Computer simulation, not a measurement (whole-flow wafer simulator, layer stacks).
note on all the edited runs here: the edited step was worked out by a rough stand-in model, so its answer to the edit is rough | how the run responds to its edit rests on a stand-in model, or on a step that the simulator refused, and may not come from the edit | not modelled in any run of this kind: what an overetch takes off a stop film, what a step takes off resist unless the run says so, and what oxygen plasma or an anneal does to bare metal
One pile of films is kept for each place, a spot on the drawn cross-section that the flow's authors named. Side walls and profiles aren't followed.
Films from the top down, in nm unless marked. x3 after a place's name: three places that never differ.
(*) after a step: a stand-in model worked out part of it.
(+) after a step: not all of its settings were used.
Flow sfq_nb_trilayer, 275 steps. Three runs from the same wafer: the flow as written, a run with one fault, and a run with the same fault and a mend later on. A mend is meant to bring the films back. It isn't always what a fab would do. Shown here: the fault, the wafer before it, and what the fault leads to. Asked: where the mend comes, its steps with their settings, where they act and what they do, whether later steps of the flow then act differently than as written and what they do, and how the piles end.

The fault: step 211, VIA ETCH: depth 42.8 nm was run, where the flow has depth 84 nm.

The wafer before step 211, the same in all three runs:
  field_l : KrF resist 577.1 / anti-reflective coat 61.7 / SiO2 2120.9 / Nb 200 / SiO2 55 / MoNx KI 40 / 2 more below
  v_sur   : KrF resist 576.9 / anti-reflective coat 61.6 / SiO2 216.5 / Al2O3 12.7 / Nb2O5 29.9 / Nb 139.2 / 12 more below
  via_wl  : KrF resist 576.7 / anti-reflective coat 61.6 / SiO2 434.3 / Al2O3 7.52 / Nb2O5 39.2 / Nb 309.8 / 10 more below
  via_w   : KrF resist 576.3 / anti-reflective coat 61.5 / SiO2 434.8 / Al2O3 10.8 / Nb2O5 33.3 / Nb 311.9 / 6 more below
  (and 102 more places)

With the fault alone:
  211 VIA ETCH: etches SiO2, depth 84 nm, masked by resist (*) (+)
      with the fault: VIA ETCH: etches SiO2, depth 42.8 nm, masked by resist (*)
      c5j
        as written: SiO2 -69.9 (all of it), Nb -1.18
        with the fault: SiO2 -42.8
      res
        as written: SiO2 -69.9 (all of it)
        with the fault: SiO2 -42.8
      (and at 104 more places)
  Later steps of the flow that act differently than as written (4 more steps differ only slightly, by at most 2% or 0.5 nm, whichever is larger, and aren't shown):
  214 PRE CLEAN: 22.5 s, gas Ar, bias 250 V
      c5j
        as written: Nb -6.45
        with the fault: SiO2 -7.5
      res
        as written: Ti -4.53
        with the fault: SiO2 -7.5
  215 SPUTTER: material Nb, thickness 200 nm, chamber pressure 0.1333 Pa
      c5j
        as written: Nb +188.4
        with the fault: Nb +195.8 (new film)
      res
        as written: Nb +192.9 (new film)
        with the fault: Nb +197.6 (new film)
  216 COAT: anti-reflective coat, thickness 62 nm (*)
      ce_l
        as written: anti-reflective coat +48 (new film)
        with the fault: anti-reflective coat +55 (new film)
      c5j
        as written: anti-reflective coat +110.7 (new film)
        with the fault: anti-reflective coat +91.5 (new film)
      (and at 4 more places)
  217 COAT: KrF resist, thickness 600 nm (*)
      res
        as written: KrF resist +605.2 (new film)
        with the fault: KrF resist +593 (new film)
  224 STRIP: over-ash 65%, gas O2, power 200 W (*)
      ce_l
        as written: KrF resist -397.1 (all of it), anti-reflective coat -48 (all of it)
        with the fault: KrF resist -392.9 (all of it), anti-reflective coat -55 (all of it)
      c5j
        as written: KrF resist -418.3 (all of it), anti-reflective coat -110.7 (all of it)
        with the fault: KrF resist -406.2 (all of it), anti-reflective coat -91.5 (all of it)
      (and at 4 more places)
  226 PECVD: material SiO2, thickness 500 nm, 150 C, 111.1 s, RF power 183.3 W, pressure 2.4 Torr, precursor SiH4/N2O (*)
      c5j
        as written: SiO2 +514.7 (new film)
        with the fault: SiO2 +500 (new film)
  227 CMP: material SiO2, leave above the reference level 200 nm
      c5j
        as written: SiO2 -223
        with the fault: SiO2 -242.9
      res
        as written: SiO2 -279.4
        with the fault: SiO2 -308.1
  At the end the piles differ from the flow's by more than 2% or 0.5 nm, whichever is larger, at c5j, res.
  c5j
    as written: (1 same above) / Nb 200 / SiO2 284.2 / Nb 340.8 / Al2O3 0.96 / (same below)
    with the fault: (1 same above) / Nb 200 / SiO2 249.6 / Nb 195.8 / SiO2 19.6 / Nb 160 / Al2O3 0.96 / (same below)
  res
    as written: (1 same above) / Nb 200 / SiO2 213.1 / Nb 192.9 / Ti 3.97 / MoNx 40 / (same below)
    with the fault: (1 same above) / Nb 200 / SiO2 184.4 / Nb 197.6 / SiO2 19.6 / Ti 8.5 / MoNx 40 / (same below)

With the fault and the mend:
  The mend comes after step 211.
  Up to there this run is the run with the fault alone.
  211a VIA ETCH: etches SiO2, depth 41.2 nm, masked by resist (*) (+) (the flow's step 211 once more, with other settings)
      field_l, v_sur, via_wl and 101 more
        KrF resist -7
      c5j
        SiO2 -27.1 (all of it), Nb -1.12
      res
        SiO2 -27.1 (all of it)
  No later step of the flow acts differently than as written, at any place that is followed, by more than 2% or 0.5 nm, whichever is larger.
  At the end the piles differ from the flow's only slightly at the places that both follow, by at most 2% or 0.5 nm, whichever is larger.
